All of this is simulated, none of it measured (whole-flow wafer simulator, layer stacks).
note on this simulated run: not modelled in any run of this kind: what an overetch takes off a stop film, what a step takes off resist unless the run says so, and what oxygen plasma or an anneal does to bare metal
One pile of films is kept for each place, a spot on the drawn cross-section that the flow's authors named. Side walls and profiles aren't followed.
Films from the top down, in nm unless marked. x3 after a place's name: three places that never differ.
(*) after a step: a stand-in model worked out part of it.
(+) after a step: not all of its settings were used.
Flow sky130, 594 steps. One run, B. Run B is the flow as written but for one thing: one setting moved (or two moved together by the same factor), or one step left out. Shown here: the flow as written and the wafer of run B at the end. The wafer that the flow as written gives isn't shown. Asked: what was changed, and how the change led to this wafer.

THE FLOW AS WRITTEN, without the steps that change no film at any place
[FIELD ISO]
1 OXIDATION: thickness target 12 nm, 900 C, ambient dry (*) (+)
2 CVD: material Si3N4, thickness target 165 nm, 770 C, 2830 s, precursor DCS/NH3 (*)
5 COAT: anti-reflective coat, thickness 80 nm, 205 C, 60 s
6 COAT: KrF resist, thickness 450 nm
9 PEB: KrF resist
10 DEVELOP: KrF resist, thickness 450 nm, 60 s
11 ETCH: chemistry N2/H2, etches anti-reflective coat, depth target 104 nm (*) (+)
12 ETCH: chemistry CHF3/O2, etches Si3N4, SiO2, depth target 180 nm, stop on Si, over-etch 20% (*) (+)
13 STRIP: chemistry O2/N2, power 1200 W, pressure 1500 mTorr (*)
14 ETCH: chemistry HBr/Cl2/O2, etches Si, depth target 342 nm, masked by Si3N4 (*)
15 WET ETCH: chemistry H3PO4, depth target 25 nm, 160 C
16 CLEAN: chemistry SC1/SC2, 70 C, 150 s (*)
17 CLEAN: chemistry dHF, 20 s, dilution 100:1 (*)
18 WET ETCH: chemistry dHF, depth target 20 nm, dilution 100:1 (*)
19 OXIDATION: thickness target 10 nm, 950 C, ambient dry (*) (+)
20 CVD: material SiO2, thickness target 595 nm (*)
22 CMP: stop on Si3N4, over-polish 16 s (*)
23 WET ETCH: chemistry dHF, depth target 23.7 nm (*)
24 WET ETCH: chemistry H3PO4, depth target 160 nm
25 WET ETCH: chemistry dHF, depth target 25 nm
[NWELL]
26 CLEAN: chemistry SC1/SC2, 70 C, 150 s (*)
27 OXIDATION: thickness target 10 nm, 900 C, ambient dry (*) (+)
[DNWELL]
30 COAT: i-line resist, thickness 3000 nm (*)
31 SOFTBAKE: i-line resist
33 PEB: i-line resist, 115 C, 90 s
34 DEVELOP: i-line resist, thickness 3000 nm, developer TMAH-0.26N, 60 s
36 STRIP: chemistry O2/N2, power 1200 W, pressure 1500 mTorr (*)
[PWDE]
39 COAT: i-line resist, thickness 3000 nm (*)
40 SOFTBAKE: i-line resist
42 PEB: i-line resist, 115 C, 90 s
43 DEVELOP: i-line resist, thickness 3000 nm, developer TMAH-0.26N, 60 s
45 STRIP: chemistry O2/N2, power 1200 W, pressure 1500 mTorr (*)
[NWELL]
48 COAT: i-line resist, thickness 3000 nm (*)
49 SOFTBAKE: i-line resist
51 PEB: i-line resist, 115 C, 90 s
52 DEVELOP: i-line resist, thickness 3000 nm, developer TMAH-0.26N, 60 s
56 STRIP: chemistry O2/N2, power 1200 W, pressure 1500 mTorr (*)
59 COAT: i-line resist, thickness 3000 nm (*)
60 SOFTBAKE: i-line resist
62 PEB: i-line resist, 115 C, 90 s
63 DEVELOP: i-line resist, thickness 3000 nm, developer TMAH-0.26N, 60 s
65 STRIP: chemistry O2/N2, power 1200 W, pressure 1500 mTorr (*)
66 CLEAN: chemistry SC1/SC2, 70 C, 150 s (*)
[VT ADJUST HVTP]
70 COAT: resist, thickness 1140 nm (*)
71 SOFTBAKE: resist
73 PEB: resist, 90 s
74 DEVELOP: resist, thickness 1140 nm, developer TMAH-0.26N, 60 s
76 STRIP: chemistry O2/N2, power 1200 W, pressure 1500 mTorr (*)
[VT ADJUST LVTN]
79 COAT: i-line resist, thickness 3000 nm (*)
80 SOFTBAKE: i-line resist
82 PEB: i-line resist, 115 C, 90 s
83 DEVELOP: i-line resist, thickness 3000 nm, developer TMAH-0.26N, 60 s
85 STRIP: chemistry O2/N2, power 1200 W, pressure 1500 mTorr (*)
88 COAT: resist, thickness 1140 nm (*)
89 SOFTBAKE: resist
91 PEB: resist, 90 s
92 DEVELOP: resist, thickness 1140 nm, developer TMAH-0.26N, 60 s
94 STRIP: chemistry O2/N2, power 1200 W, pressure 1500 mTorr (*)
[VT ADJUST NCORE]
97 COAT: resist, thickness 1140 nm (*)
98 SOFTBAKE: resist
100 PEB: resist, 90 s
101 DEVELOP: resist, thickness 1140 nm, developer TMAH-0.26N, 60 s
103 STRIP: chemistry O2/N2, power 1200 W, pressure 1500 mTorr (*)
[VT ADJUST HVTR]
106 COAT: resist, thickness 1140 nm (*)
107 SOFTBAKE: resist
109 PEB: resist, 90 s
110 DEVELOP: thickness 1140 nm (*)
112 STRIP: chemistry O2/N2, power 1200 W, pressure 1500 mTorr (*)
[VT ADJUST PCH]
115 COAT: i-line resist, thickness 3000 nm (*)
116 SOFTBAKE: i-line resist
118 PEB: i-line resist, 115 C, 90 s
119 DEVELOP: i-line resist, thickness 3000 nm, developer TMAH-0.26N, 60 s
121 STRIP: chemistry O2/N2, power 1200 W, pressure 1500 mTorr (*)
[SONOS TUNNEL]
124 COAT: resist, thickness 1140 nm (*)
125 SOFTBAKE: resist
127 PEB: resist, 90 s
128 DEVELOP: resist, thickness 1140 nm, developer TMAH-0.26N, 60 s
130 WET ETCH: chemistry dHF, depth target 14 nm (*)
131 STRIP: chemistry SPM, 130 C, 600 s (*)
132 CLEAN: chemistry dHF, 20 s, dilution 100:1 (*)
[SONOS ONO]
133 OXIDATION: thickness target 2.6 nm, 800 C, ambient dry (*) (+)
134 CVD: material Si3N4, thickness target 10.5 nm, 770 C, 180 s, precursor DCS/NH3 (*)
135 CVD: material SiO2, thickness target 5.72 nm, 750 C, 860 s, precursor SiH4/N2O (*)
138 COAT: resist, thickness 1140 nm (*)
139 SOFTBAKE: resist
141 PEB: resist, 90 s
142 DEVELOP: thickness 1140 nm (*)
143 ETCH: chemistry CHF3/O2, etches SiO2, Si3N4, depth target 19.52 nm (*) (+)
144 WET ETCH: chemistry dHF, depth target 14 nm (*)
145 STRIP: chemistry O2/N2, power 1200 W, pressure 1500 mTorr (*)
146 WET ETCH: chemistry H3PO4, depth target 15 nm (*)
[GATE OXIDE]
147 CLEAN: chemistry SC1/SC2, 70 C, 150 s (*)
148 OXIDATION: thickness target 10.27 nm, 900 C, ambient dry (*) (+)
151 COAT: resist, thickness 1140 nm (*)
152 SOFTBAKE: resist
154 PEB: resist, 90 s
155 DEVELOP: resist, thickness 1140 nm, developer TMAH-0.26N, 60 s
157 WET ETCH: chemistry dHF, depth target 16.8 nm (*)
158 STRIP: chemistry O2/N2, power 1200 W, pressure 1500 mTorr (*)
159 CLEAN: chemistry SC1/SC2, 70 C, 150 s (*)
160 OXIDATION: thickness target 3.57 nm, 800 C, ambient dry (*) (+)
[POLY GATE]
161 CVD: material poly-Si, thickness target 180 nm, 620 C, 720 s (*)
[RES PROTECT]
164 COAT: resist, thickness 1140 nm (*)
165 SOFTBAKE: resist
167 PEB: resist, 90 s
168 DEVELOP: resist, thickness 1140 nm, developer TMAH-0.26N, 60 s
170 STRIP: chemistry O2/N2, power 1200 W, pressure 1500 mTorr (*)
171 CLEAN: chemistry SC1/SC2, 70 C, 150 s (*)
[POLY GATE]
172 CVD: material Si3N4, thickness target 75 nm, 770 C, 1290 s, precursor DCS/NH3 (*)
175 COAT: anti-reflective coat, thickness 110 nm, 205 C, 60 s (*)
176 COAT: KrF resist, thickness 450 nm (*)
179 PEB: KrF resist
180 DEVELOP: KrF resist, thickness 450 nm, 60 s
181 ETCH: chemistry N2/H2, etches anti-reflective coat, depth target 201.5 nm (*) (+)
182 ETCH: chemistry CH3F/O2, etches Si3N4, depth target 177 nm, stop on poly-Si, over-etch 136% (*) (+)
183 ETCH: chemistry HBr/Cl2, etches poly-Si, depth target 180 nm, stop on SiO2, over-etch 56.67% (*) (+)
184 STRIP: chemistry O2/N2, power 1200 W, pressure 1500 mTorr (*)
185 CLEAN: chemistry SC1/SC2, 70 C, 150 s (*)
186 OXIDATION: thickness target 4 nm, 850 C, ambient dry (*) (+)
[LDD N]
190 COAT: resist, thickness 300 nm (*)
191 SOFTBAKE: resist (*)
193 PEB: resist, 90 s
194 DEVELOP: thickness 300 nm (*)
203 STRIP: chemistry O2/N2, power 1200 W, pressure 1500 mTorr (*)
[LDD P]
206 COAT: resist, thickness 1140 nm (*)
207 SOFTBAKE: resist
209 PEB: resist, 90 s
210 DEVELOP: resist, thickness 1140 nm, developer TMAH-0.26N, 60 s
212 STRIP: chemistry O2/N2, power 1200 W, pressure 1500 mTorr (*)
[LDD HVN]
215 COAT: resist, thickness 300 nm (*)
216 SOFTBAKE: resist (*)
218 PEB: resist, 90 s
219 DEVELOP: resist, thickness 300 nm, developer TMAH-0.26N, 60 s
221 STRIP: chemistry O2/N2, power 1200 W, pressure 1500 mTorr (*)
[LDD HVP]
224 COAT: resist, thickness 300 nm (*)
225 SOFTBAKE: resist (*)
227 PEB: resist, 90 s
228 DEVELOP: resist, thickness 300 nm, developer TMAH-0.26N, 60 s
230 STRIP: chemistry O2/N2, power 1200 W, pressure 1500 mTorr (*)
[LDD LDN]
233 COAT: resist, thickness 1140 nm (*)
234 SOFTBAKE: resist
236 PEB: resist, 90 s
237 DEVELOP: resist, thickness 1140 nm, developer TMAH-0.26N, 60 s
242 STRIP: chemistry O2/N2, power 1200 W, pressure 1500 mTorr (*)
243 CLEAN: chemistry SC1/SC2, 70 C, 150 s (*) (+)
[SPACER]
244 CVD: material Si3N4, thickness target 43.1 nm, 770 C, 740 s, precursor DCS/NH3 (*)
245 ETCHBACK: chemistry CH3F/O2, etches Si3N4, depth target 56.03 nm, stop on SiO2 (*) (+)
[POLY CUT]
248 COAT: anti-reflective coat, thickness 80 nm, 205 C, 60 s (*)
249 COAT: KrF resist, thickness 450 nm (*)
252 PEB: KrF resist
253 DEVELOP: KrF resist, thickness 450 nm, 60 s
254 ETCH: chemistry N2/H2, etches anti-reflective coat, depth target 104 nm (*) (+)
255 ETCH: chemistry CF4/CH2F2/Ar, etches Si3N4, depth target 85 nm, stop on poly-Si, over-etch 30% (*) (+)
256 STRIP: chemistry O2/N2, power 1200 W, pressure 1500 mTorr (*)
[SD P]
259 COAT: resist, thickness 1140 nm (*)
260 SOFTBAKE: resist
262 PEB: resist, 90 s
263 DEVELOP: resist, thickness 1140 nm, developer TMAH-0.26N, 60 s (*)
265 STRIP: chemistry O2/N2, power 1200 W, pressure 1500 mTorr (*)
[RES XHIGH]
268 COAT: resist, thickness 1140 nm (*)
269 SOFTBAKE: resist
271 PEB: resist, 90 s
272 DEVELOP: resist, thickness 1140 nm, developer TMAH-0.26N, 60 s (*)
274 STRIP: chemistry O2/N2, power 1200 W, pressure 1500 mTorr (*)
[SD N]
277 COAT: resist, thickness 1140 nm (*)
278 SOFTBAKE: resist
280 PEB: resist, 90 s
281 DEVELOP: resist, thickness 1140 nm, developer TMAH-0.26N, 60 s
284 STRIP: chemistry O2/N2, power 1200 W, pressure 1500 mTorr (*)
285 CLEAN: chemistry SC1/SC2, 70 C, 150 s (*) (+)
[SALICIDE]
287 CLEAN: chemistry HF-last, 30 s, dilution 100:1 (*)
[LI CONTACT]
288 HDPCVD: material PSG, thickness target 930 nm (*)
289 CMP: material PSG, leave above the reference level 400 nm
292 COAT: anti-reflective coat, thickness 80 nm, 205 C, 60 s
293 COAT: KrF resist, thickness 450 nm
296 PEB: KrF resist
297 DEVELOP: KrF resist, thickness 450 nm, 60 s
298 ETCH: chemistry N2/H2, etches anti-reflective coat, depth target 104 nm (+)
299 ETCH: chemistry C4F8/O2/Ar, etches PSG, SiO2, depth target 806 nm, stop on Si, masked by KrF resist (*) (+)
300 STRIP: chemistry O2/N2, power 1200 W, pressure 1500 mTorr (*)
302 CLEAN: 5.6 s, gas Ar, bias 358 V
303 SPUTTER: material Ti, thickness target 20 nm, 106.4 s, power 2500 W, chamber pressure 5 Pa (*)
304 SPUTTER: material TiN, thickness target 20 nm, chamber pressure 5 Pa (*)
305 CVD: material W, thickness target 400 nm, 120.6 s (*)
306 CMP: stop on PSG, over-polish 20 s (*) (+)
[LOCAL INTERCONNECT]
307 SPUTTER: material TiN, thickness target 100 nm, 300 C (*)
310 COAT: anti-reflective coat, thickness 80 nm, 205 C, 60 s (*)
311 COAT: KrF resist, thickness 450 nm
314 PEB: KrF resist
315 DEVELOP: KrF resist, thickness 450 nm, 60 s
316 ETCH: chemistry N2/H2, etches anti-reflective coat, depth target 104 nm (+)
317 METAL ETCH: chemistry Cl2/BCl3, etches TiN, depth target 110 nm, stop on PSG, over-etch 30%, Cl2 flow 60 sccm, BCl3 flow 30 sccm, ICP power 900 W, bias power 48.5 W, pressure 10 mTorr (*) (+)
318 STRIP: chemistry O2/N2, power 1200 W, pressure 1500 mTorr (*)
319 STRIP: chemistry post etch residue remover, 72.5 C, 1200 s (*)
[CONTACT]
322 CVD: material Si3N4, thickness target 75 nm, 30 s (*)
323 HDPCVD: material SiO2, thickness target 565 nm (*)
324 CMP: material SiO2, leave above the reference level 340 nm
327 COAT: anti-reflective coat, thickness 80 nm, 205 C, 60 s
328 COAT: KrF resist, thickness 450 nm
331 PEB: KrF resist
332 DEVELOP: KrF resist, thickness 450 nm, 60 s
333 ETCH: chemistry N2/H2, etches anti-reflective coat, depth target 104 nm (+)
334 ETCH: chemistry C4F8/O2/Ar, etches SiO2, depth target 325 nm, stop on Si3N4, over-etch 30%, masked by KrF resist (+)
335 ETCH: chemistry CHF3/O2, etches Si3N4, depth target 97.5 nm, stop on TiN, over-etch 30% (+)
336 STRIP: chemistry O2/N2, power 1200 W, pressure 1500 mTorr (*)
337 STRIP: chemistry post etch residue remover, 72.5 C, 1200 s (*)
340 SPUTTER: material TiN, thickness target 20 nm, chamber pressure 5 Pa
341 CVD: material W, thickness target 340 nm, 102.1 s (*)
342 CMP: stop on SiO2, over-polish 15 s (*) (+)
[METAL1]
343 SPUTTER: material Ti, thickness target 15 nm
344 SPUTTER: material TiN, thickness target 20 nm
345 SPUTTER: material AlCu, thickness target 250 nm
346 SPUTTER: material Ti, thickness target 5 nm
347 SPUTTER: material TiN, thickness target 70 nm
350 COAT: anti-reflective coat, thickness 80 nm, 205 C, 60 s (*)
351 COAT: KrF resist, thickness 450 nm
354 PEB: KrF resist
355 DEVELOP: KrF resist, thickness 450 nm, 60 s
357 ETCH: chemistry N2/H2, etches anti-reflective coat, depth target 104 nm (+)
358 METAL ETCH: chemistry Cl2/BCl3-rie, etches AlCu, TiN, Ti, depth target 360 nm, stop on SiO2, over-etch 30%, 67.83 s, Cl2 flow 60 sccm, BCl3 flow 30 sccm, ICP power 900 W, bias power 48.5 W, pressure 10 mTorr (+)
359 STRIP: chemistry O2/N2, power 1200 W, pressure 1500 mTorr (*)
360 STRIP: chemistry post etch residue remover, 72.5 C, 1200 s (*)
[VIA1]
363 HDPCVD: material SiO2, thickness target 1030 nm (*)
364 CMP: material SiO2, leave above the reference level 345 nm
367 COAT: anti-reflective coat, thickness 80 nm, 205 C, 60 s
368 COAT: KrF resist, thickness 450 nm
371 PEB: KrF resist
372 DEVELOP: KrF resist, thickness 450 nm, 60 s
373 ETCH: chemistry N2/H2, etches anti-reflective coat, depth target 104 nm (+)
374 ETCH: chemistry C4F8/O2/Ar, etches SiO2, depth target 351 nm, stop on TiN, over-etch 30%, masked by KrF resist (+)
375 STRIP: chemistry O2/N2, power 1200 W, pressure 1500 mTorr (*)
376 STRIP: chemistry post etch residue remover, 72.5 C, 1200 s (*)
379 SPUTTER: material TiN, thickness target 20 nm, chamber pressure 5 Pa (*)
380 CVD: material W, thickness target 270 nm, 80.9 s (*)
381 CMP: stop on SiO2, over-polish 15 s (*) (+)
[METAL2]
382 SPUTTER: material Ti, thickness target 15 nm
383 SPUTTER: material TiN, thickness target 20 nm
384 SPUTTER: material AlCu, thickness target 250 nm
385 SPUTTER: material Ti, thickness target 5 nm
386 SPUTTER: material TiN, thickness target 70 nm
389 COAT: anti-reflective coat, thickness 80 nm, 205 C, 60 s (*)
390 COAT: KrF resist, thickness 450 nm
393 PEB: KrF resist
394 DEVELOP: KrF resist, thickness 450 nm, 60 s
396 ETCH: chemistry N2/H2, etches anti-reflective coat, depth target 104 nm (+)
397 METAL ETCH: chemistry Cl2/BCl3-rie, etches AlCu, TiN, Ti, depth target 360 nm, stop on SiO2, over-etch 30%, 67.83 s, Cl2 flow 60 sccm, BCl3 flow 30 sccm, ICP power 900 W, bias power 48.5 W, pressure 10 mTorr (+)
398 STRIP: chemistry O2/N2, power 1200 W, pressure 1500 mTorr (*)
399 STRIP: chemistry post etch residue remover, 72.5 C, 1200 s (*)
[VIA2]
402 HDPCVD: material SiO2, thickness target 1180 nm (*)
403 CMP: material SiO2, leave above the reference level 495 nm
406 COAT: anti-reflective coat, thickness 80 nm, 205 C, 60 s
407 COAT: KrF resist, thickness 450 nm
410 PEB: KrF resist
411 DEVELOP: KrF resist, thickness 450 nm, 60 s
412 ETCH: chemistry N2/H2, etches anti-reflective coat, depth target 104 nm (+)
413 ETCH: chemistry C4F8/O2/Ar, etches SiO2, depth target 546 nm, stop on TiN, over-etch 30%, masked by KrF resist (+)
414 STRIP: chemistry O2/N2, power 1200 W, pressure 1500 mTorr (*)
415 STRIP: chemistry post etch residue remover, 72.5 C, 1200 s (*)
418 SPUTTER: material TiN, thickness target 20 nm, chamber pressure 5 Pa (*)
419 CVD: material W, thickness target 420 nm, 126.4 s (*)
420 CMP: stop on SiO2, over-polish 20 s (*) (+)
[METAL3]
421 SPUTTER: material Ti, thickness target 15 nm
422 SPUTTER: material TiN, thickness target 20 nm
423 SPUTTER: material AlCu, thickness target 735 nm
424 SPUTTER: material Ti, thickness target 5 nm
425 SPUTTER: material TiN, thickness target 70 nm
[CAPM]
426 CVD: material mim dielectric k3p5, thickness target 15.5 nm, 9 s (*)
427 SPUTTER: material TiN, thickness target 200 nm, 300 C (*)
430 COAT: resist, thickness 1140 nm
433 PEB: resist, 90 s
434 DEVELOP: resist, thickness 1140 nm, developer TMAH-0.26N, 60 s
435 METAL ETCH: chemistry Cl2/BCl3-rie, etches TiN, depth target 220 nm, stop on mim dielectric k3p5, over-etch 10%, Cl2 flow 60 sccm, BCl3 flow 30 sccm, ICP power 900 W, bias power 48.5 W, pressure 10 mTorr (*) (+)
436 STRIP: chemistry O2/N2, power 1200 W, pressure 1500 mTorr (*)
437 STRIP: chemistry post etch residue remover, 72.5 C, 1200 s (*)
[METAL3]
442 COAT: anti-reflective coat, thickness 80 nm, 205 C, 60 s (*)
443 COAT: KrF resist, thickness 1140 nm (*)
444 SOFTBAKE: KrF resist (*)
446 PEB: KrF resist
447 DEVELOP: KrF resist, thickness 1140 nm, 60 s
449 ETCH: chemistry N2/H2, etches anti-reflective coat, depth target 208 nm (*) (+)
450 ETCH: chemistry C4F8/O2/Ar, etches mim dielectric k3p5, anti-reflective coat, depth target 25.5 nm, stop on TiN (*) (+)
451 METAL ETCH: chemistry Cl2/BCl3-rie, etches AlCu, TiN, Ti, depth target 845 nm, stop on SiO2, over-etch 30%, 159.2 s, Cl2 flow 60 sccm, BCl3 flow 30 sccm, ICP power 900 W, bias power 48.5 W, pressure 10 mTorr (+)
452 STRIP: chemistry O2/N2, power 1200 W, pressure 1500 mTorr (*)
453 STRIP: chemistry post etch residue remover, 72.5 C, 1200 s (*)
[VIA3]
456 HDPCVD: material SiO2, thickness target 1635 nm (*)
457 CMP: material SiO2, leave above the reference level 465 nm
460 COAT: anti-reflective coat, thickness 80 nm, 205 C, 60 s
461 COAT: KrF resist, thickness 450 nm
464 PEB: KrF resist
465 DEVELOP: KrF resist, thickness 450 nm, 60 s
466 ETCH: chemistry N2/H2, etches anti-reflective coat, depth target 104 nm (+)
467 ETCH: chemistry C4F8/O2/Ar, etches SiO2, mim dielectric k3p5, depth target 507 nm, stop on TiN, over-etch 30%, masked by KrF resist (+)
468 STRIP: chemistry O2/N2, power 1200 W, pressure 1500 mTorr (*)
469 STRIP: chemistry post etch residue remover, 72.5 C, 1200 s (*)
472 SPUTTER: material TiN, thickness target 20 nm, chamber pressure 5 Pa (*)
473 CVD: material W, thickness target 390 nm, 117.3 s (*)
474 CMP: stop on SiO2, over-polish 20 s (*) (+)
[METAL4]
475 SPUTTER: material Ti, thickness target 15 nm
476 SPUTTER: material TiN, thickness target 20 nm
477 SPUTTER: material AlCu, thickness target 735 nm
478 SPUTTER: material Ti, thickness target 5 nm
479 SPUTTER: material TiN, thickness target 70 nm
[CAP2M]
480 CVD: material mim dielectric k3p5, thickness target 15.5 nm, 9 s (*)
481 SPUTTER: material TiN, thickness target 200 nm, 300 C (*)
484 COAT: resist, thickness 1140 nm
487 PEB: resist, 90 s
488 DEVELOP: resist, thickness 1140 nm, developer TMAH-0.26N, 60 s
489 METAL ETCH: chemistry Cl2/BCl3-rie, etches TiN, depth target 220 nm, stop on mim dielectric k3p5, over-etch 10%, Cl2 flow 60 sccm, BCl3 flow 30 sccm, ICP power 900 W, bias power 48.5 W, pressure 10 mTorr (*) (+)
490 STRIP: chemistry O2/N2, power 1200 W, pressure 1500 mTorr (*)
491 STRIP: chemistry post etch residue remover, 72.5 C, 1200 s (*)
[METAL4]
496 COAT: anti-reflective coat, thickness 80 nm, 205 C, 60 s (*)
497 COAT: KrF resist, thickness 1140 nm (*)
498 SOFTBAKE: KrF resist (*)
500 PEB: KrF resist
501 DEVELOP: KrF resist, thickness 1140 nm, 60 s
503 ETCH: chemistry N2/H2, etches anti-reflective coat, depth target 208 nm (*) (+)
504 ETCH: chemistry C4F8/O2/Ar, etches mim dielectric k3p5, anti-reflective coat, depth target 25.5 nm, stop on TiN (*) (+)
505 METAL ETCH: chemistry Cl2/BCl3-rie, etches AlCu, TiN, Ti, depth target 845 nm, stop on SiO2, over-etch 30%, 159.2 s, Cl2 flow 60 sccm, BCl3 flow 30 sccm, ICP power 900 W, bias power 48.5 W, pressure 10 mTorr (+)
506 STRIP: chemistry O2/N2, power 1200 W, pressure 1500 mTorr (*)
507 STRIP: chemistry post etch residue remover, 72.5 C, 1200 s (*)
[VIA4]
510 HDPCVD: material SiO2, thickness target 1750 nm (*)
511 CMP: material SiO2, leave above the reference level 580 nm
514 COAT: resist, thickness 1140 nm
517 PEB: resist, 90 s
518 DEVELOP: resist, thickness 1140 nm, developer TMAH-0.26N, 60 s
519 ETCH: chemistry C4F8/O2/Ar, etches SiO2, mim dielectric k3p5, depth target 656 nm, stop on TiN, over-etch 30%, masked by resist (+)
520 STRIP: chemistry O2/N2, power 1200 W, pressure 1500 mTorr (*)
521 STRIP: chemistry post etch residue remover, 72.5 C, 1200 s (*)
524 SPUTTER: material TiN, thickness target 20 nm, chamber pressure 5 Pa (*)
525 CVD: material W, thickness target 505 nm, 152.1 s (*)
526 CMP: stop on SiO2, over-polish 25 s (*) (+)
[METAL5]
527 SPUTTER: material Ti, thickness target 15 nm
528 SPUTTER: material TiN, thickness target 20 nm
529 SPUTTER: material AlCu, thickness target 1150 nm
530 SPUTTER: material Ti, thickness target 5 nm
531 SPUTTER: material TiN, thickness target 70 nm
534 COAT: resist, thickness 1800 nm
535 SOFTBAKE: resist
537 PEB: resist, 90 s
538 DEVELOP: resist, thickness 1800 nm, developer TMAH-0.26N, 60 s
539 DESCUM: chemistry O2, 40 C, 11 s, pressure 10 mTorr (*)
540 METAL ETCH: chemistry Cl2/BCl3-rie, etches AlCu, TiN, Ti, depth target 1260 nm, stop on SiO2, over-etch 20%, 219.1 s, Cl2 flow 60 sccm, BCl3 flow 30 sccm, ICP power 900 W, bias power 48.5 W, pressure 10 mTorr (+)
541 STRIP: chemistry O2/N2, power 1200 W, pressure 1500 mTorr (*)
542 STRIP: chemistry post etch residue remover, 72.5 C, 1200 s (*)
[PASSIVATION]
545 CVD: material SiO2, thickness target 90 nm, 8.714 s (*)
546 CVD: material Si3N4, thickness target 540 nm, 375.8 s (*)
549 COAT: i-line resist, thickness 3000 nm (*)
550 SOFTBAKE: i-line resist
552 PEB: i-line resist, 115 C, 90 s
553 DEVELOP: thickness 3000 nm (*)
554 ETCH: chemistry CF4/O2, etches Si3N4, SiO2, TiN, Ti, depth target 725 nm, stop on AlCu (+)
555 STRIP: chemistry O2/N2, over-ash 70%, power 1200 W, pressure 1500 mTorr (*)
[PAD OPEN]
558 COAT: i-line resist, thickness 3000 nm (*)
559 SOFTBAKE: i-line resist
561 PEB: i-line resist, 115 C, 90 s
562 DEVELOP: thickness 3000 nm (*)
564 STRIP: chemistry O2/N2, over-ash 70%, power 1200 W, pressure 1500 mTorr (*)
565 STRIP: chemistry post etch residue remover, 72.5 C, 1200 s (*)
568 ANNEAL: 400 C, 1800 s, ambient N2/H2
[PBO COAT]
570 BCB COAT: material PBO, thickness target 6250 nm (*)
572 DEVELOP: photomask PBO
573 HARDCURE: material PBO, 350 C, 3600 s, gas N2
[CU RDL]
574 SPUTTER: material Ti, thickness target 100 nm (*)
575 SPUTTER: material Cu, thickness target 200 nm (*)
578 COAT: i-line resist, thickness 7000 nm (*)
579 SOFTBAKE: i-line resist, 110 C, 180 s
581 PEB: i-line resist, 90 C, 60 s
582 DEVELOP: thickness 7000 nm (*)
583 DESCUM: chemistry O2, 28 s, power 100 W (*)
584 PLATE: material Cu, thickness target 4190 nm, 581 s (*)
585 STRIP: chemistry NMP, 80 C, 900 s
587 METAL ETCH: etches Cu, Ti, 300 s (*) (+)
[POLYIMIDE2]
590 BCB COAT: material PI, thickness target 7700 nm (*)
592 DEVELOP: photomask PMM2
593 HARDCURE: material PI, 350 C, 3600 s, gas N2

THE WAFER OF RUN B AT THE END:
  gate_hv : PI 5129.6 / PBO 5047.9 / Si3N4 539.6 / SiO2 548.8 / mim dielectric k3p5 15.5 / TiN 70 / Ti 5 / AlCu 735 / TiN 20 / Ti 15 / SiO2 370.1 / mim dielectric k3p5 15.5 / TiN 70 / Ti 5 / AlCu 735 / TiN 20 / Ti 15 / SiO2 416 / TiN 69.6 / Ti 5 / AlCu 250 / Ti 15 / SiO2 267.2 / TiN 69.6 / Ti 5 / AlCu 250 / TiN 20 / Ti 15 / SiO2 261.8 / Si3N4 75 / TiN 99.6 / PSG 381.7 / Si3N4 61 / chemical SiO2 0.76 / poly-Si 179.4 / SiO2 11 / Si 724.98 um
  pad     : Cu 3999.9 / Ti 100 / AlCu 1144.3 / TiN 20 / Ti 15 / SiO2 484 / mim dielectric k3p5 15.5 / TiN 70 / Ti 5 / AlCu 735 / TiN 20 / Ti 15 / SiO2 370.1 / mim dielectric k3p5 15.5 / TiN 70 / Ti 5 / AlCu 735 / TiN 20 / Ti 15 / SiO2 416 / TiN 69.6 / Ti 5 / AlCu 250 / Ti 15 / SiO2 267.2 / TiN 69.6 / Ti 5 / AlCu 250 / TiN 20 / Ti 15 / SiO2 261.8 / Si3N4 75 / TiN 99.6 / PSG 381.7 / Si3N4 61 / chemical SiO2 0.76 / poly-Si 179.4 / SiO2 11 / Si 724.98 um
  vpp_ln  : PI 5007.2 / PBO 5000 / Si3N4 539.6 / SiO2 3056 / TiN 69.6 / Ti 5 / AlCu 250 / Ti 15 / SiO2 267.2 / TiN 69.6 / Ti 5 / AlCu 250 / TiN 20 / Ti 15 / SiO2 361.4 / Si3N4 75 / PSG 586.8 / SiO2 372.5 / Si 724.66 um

The cause: step 383, SPUTTER: material TiN, thickness target 20 nm, was left out.

How the change led to this, step by step:
  397 METAL ETCH: chemistry Cl2/BCl3-rie, etches AlCu, TiN, Ti, depth target 360 nm, stop on SiO2, over-etch 30%, 67.83 s, Cl2 flow 60 sccm, BCl3 flow 30 sccm, ICP power 900 W, bias power 48.5 W, pressure 10 mTorr (+)
      field, active, gate and 82 more: TiN -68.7 (all of it), Ti -5 (all of it), AlCu -250 (all of it), Ti -15 (all of it), SiO2 -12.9 (as written it would be: TiN -68.7 (all of it), Ti -5 (all of it), AlCu -250 (all of it), TiN -20 (all of it), Ti -15 (all of it), SiO2 -10.9)
  403 CMP: material SiO2, leave above the reference level 495 nm
      field, active, gate and 82 more: SiO2 -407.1 (as written it would be: SiO2 -389.1)
